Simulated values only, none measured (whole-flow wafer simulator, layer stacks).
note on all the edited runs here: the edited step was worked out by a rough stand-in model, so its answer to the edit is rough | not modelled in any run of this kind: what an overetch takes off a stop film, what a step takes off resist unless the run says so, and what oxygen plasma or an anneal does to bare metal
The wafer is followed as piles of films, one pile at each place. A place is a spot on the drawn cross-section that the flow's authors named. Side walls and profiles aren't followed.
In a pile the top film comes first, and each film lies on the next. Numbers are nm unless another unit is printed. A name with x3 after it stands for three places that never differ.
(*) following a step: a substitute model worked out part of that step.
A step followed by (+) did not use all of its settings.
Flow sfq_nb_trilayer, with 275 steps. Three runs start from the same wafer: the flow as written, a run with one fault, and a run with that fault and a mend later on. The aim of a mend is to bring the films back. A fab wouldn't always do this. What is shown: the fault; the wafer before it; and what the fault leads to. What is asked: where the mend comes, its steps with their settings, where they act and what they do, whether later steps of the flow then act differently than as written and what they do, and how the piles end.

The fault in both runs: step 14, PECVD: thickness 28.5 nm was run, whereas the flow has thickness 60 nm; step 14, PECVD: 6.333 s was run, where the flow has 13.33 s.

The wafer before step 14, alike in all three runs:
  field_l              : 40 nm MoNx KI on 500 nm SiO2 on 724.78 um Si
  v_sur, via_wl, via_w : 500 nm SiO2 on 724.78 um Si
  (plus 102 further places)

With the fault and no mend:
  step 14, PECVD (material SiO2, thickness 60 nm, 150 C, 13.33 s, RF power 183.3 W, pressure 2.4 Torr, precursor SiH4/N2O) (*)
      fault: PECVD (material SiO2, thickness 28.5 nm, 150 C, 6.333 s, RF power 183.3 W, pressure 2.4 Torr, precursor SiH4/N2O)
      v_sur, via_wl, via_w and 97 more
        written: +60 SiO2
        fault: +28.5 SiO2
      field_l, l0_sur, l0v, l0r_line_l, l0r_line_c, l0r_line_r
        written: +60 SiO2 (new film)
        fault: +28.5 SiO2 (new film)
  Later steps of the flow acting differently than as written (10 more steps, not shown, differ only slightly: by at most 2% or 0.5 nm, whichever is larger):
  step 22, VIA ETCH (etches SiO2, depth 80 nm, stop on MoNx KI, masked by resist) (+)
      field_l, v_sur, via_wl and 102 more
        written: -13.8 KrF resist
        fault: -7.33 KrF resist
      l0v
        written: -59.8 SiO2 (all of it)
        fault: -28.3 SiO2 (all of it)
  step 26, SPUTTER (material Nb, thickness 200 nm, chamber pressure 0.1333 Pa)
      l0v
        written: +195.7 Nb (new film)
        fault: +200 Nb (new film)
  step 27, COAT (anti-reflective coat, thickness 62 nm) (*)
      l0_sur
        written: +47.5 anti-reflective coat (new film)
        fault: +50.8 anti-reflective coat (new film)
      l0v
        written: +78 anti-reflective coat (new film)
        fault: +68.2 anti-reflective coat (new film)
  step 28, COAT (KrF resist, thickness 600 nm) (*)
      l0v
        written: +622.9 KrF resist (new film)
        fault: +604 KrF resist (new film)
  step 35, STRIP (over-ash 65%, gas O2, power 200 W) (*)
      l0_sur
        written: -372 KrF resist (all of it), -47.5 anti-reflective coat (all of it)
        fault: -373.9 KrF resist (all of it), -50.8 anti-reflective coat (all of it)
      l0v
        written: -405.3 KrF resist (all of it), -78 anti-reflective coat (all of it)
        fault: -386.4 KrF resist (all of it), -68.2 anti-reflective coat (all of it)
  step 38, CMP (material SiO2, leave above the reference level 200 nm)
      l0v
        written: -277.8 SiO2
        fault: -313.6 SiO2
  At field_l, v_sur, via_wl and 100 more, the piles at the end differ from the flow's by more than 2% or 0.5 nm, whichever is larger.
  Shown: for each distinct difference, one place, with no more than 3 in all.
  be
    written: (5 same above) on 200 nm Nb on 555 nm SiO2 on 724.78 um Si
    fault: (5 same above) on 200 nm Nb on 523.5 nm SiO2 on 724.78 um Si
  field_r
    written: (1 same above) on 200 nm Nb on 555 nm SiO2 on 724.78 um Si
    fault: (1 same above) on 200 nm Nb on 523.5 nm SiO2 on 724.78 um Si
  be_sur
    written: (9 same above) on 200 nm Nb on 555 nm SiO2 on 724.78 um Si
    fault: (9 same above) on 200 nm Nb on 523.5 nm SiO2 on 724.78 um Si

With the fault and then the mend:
  The mend follows step 20.
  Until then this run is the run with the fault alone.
  step 20a, STRIP (over-ash 65%, gas O2, power 200 W) (*)
      p4_fl x3, p4_w1 x9, p4_g1 x2 and 59 more
        -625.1 KrF resist (all of it), -62 anti-reflective coat (all of it)
      jj_sur, ce_l, c5j, ce_r, sp_r, be_r, r_sur
        -632 KrF resist (all of it), -63.7 anti-reflective coat (all of it)
      gap, res, r_end
        -632.1 KrF resist (all of it), -63.7 anti-reflective coat (all of it)
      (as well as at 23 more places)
  step 20b, PECVD (material SiO2, thickness 31.5 nm, 150 C, 7 s, RF power 183.3 W, pressure 2.4 Torr, precursor SiH4/N2O) (the flow's step 14, run once more with other settings)
      field_l, v_sur, via_wl and 103 more
        +31.5 SiO2
  step 20c, COAT (anti-reflective coat, thickness 62 nm) (*) (the flow's step 15, run once more)
      p4_fl x3, p4_w1 x9, p4_g1 x2 and 59 more
        +62 anti-reflective coat (new film)
      be_sur, gap, jj_sur and 8 more
        +63.7 anti-reflective coat (new film)
      wire, be, moat, field_r, lsp_l
        +63.8 anti-reflective coat (new film)
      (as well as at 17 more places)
  step 20d, COAT (KrF resist, thickness 650 nm) (*) (the flow's step 16, run once more)
      p4_fl x3, p4_w1 x9, p4_g1 x2 and 59 more
        +650 KrF resist (new film)
      jj_sur, ce_l, c5j, ce_r, sp_r, be_r, r_sur
        +656.9 KrF resist (new film)
      v_sur, via_wr
        +659.5 KrF resist (new film)
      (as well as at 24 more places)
  step 20e, SOFTBAKE (KrF resist) (the flow's step 17, run once more)
      alters no film at any place that is followed
  step 20f, EXPOSE (photomask L0V, dose 12.41 mJ/cm2, NA 0.6, wavelength 248 nm) (*) (the flow's step 18, run once more)
      alters no film at any place that is followed
  step 20g, PEB (KrF resist, 90 s) (the flow's step 19, run once more)
      p4_fl x3, p4_w1 x9, p4_g1 x2 and 59 more
        -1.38 KrF resist
      via_v, wire, be and 15 more
        -1.39 KrF resist
      v_sur, via_w, via_wr, via_sp, lsp_m, ln_m6, lsp_r
        -1.4 KrF resist
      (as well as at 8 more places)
  step 20h, DEVELOP (KrF resist, thickness 650 nm, 60 s) (the flow's step 20, run once more)
      field_l, v_sur, via_wl and 102 more
        -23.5 KrF resist
      l0v
        -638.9 KrF resist (all of it)
  Every later step of the flow that is run acts as written, at every place that is followed, to within 2% or 0.5 nm, whichever is larger.
  By the end, the piles equal the flow's at every place that both follow.
